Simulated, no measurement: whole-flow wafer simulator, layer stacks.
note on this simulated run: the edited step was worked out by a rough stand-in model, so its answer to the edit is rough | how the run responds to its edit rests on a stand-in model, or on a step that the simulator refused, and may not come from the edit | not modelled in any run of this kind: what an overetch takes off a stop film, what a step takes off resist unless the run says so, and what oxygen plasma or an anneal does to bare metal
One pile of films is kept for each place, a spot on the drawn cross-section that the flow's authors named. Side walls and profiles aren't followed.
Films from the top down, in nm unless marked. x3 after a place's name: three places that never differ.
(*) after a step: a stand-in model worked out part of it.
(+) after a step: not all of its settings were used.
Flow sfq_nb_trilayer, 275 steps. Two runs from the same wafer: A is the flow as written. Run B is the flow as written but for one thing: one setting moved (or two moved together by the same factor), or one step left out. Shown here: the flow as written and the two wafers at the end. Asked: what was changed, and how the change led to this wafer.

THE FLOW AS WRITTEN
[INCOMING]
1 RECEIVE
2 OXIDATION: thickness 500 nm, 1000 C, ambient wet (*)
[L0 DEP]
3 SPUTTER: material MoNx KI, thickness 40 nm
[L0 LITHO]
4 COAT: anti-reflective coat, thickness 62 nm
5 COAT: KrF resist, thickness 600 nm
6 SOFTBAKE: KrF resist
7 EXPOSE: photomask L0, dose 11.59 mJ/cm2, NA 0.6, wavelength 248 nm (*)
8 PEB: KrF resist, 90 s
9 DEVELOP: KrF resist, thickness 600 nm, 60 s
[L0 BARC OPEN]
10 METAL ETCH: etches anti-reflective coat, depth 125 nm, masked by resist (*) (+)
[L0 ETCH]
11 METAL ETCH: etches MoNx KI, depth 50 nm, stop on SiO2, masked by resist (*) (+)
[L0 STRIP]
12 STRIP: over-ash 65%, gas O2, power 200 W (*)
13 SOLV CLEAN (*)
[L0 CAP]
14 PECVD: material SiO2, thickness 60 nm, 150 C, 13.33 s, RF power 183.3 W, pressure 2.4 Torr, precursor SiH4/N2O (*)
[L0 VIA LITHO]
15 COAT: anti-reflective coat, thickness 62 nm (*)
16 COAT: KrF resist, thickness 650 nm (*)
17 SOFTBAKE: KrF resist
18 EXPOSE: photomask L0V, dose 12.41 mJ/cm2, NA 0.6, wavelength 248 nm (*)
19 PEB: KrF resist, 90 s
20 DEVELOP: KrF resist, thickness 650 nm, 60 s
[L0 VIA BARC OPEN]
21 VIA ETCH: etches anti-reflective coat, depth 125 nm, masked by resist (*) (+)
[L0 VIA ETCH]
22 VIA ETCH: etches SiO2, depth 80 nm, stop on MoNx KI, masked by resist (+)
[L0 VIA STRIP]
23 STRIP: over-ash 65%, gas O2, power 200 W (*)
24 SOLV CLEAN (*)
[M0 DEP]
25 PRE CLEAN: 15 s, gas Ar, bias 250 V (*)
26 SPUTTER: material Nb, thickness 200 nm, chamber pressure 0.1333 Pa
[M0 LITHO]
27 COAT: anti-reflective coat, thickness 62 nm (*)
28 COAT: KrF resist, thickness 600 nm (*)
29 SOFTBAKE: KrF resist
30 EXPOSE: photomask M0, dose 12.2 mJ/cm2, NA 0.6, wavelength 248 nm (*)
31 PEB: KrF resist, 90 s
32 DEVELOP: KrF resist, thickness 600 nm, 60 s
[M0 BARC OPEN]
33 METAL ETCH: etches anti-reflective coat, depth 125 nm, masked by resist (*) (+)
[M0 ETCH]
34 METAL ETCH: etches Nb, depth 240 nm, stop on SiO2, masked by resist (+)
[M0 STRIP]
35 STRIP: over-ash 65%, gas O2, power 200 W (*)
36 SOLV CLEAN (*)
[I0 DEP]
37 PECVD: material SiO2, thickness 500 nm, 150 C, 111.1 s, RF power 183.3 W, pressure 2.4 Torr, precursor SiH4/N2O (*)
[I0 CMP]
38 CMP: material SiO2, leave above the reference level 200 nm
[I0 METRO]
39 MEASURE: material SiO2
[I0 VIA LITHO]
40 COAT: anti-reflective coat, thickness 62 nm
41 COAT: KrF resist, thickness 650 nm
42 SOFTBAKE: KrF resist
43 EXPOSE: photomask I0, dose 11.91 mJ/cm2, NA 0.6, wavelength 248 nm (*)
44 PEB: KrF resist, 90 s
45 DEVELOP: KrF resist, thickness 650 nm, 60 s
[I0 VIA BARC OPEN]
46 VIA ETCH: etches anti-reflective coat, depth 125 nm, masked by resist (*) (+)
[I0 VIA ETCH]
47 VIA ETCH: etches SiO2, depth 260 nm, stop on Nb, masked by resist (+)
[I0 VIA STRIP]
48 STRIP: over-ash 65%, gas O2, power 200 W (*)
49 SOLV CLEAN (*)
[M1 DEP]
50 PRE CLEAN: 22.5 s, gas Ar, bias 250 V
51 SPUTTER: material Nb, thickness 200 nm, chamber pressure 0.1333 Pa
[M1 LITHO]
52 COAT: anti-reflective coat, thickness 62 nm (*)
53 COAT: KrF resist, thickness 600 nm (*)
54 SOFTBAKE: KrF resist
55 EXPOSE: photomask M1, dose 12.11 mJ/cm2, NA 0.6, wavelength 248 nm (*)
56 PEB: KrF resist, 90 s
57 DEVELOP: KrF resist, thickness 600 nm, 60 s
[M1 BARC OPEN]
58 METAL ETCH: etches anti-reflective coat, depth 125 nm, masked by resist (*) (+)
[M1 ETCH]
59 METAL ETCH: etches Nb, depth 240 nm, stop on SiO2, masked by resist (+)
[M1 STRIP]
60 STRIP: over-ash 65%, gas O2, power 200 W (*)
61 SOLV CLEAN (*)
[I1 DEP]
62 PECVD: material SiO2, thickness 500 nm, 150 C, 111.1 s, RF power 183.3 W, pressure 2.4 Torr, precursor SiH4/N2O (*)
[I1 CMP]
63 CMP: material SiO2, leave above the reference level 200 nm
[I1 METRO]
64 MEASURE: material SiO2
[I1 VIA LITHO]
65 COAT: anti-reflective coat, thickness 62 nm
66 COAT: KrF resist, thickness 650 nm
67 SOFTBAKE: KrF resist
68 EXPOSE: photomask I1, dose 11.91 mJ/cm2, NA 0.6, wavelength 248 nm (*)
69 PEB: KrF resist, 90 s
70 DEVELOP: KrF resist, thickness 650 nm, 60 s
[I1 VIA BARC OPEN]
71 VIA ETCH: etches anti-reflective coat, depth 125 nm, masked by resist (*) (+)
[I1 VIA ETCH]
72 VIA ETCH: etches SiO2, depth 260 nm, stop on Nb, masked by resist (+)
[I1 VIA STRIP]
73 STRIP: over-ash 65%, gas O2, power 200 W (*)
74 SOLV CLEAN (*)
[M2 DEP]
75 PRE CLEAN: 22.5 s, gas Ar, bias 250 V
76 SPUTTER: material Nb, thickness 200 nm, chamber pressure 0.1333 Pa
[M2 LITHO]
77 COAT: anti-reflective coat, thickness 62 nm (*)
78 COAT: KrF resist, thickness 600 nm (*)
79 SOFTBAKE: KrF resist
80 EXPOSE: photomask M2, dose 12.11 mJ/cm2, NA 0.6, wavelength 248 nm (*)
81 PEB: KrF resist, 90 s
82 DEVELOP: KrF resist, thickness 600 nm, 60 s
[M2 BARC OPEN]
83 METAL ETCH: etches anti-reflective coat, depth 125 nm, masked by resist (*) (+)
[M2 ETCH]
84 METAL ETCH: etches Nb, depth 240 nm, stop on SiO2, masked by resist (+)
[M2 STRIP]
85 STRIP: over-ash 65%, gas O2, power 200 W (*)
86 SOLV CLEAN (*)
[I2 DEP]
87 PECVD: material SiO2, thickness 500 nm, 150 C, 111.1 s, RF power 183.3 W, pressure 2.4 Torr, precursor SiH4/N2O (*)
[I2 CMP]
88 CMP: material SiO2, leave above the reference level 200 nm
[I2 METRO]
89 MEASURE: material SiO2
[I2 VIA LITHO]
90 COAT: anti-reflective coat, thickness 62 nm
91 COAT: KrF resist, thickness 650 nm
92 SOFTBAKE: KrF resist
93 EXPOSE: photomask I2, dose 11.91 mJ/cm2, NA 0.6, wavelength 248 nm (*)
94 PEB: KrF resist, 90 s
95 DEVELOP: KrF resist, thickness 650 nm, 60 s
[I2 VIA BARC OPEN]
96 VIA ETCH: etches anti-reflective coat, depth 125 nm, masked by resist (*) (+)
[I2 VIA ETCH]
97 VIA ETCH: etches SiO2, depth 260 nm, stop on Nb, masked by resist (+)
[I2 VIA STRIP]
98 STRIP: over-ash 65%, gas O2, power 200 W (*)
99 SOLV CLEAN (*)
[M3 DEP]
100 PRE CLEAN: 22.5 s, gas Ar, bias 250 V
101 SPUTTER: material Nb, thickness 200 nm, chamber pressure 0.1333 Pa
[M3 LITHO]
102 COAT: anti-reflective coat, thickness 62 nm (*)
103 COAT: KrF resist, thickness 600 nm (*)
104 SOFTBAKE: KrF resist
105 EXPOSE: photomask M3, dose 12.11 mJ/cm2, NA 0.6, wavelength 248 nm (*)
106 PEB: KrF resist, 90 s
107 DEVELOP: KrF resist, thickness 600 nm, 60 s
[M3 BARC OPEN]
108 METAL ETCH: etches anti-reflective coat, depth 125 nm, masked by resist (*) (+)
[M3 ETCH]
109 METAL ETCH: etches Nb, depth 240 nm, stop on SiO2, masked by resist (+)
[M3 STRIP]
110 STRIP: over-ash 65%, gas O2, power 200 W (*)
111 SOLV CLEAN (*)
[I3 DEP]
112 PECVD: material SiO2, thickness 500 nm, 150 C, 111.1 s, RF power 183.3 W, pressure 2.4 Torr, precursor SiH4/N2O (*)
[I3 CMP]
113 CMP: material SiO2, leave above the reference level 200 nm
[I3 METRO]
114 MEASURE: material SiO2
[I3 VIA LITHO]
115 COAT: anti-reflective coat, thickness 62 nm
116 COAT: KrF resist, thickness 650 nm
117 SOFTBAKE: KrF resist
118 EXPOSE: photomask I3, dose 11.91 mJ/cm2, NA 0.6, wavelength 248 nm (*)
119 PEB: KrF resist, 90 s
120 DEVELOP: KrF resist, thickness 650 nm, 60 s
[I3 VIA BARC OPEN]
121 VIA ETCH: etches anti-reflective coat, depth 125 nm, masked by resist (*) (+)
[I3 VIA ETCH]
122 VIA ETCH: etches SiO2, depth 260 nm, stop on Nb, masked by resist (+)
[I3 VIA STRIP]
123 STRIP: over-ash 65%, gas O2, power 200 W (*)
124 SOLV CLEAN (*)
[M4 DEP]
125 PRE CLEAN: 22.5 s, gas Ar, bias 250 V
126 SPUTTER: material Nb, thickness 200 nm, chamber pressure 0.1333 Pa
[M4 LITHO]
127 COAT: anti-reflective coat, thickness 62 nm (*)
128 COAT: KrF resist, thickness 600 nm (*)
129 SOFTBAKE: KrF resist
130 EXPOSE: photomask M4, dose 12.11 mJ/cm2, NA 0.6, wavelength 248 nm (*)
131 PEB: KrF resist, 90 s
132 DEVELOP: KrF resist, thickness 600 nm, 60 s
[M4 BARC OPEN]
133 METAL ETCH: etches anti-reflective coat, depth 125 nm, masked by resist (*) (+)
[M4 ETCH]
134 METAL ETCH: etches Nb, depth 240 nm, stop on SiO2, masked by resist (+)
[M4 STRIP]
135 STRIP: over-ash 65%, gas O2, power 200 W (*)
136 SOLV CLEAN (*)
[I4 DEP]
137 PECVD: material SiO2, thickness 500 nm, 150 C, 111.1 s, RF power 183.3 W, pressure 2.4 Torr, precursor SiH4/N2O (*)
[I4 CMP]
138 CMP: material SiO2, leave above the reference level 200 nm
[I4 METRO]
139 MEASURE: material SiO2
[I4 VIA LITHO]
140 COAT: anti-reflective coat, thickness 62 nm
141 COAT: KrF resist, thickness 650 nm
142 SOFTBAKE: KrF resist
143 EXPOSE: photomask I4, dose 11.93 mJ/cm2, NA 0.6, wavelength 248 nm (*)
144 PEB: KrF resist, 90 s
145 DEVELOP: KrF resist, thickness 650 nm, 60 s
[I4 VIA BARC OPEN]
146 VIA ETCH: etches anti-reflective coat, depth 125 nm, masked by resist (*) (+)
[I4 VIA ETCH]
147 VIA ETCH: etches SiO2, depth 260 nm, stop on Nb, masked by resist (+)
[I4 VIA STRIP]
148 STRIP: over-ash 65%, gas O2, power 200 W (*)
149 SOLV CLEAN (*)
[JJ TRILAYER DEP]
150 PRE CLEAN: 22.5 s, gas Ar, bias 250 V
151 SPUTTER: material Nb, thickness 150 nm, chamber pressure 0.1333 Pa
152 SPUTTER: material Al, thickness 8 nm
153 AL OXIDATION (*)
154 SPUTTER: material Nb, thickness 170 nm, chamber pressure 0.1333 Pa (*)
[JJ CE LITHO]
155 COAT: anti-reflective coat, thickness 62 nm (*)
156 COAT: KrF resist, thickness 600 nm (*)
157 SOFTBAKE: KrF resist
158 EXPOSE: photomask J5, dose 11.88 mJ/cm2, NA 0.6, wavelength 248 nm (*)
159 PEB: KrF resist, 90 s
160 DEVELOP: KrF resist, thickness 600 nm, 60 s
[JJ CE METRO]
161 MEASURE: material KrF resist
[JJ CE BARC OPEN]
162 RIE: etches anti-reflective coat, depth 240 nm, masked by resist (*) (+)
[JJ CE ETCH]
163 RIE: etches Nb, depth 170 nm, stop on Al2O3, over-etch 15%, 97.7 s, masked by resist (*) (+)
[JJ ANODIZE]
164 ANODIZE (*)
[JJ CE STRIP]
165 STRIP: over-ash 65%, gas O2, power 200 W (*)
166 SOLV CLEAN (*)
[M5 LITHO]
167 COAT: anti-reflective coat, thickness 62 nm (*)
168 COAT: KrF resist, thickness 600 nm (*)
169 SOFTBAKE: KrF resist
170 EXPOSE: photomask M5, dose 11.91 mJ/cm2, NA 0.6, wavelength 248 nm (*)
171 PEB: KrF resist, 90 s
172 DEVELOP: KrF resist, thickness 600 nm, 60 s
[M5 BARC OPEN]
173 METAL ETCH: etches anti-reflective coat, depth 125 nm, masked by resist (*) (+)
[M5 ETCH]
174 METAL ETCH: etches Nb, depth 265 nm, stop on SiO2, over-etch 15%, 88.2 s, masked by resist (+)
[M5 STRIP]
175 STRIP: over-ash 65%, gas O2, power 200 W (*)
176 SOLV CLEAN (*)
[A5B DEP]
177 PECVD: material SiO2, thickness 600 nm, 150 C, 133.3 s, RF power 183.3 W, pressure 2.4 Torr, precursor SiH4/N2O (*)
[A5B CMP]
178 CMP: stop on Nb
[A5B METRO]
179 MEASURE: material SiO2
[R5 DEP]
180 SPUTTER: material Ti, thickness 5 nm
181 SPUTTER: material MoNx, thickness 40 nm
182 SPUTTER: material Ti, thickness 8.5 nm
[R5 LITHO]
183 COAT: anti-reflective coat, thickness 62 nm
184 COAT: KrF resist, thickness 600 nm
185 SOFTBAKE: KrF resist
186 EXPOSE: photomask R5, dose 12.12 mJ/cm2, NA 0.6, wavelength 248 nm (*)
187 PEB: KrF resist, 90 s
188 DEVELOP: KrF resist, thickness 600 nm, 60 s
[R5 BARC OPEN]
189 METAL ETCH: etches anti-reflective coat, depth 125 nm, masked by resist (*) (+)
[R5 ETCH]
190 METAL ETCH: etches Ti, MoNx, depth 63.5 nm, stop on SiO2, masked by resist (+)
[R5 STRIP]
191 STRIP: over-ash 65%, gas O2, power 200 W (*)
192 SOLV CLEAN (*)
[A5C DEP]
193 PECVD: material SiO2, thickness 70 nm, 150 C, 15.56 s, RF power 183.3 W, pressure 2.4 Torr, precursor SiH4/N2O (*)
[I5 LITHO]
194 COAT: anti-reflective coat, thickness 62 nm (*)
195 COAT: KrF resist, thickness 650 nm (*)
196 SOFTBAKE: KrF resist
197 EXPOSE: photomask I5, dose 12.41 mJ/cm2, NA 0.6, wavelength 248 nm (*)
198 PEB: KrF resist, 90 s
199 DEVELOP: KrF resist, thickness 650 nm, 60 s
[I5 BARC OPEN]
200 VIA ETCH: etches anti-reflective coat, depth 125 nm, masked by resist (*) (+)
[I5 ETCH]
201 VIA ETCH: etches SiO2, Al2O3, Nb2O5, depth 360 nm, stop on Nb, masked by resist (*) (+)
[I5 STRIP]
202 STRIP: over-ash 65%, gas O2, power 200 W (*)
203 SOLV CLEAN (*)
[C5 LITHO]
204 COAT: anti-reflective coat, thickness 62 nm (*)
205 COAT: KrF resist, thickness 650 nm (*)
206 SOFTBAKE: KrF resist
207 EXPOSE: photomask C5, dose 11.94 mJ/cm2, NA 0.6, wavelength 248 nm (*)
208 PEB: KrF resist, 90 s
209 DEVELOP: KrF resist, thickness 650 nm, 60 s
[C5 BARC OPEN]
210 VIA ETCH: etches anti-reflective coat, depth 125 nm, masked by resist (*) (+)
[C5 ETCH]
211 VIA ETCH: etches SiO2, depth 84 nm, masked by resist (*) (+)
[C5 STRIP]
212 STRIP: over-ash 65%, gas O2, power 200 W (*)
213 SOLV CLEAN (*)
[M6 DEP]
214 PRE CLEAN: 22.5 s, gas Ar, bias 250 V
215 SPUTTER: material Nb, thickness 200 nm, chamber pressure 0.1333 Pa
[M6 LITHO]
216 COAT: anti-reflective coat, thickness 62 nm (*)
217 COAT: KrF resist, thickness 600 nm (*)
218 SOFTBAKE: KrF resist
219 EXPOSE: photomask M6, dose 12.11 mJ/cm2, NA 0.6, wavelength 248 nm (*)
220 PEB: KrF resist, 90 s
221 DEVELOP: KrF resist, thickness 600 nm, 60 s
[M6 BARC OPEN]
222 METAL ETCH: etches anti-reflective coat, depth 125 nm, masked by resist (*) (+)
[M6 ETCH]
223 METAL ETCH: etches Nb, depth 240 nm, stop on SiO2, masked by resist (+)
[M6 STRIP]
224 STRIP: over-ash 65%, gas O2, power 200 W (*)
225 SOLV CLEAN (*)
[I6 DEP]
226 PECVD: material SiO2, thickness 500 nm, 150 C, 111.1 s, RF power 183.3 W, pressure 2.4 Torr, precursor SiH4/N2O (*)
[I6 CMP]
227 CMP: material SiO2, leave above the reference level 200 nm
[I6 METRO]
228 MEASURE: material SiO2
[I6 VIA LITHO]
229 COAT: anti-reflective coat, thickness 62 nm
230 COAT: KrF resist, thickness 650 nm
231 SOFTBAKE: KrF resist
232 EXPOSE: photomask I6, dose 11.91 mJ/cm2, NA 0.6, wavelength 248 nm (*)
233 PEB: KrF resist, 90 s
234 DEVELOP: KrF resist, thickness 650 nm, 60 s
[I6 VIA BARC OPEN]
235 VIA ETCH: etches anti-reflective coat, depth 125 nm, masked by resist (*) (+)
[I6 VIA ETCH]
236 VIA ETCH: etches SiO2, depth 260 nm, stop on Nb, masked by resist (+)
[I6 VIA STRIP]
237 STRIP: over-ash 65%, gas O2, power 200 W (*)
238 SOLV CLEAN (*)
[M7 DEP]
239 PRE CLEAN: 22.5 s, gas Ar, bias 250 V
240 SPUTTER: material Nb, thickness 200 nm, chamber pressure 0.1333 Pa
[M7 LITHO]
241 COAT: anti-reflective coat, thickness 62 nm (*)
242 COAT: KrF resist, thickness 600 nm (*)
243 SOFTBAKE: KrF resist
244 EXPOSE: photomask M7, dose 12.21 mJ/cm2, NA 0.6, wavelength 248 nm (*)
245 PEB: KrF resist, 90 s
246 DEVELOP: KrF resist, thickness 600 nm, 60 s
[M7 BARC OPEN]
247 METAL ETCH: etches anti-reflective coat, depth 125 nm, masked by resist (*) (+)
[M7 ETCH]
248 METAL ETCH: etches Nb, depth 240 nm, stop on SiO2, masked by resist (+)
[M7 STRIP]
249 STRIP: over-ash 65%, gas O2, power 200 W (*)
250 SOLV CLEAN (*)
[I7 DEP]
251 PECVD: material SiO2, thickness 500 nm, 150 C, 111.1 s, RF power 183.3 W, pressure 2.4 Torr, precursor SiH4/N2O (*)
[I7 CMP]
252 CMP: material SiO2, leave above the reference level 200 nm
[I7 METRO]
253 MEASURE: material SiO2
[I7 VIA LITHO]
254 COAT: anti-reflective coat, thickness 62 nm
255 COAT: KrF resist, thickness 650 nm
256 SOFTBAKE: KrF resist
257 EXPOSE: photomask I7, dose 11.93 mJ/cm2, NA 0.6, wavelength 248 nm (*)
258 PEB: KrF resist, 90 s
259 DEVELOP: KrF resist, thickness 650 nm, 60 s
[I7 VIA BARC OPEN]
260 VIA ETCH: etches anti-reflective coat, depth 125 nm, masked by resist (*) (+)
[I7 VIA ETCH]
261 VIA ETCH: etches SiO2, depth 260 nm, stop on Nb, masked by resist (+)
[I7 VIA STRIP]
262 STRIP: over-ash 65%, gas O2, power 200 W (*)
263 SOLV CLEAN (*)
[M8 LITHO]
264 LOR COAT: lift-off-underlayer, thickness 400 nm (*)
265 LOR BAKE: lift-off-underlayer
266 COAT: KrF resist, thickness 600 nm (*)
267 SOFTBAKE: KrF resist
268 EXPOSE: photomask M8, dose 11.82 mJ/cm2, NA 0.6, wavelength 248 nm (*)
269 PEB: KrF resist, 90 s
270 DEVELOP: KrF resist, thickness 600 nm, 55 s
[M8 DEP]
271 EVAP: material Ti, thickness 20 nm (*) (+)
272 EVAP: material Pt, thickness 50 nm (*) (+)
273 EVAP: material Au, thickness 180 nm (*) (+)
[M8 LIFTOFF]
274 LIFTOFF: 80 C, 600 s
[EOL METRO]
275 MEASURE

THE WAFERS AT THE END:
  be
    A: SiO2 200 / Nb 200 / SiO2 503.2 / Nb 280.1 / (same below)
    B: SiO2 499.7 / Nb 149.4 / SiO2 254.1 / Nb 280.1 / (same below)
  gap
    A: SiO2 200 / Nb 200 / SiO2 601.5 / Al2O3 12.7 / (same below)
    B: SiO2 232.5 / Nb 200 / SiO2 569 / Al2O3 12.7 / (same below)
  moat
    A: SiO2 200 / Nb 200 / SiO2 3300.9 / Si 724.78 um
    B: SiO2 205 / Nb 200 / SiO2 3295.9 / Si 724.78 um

The cause: step 226, PECVD: thickness 400 nm was run, where the flow has thickness 500 nm; step 226, PECVD: 88.89 s was run, where the flow has 111.1 s.

How the change led to this, step by step:
  226 PECVD: material SiO2, thickness 500 nm, 150 C, 111.1 s, RF power 183.3 W, pressure 2.4 Torr, precursor SiH4/N2O (*)
      field_l, p4_fl, p4_fm and 62 more: A SiO2 +500 | B SiO2 +400
      v_sur, via_wl, via_w and 21 more: A SiO2 +500 (new film) | B SiO2 +400 (new film)
      (and at 17 more places)
  227 CMP: material SiO2, leave above the reference level 200 nm
      field_l, p4_fl, p4_fm and 59 more: A SiO2 -100 | B nothing
      moat, field_r, lsp_l, ln_m5, lsp_m: A SiO2 -93.6 | B nothing
      (and at 39 more places)
  229 COAT: anti-reflective coat, thickness 62 nm
      wire: A anti-reflective coat +62 (new film) | B anti-reflective coat +53 (new film)
      be: A anti-reflective coat +62 (new film) | B anti-reflective coat +155.9 (new film)
      (and at 4 more places)
  230 COAT: KrF resist, thickness 650 nm
      be: A KrF resist +650 (new film) | B KrF resist +777.2 (new film)
  237 STRIP: over-ash 65%, gas O2, power 200 W (*)
      wire: A KrF resist -528.6 (all of it), anti-reflective coat -62 (all of it) | B KrF resist -520.3 (all of it), anti-reflective coat -53 (all of it)
      be: A KrF resist -528.6 (all of it), anti-reflective coat -62 (all of it) | B KrF resist -656.1 (all of it), anti-reflective coat -155.9 (all of it)
      (and at 4 more places)
  240 SPUTTER: material Nb, thickness 200 nm, chamber pressure 0.1333 Pa
      be: A Nb +200 (new film) | B Nb +149.4 (new film)
  241 COAT: anti-reflective coat, thickness 62 nm (*)
      wire: A anti-reflective coat +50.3 (new film) | B anti-reflective coat +46.5 (new film)
      be: A anti-reflective coat +60.9 (new film) | B anti-reflective coat +194.8 (new film)
      (and at 4 more places)
  242 COAT: KrF resist, thickness 600 nm (*)
      wire: A KrF resist +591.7 (new film) | B KrF resist +576.6 (new film)
      be: A KrF resist +592.4 (new film) | B KrF resist +726.8 (new film)
      (and at 1 more place)
  249 STRIP: over-ash 65%, gas O2, power 200 W (*)
      wire: A KrF resist -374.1 (all of it), anti-reflective coat -50.3 (all of it) | B KrF resist -359 (all of it), anti-reflective coat -46.5 (all of it)
      be: A KrF resist -374.8 (all of it), anti-reflective coat -60.9 (all of it) | B KrF resist -508.9 (all of it), anti-reflective coat -194.8 (all of it)
      (and at 4 more places)
  251 PECVD: material SiO2, thickness 500 nm, 150 C, 111.1 s, RF power 183.3 W, pressure 2.4 Torr, precursor SiH4/N2O (*)
      be: A SiO2 +500 (new film) | B SiO2 +656.8 (new film)
  252 CMP: material SiO2, leave above the reference level 200 nm
      field_r, lsp_l: A SiO2 -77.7 | B SiO2 -72.7
      l0_sur, l0v: A SiO2 -87.8 | B SiO2 -81.5
      (and at 3 more places)
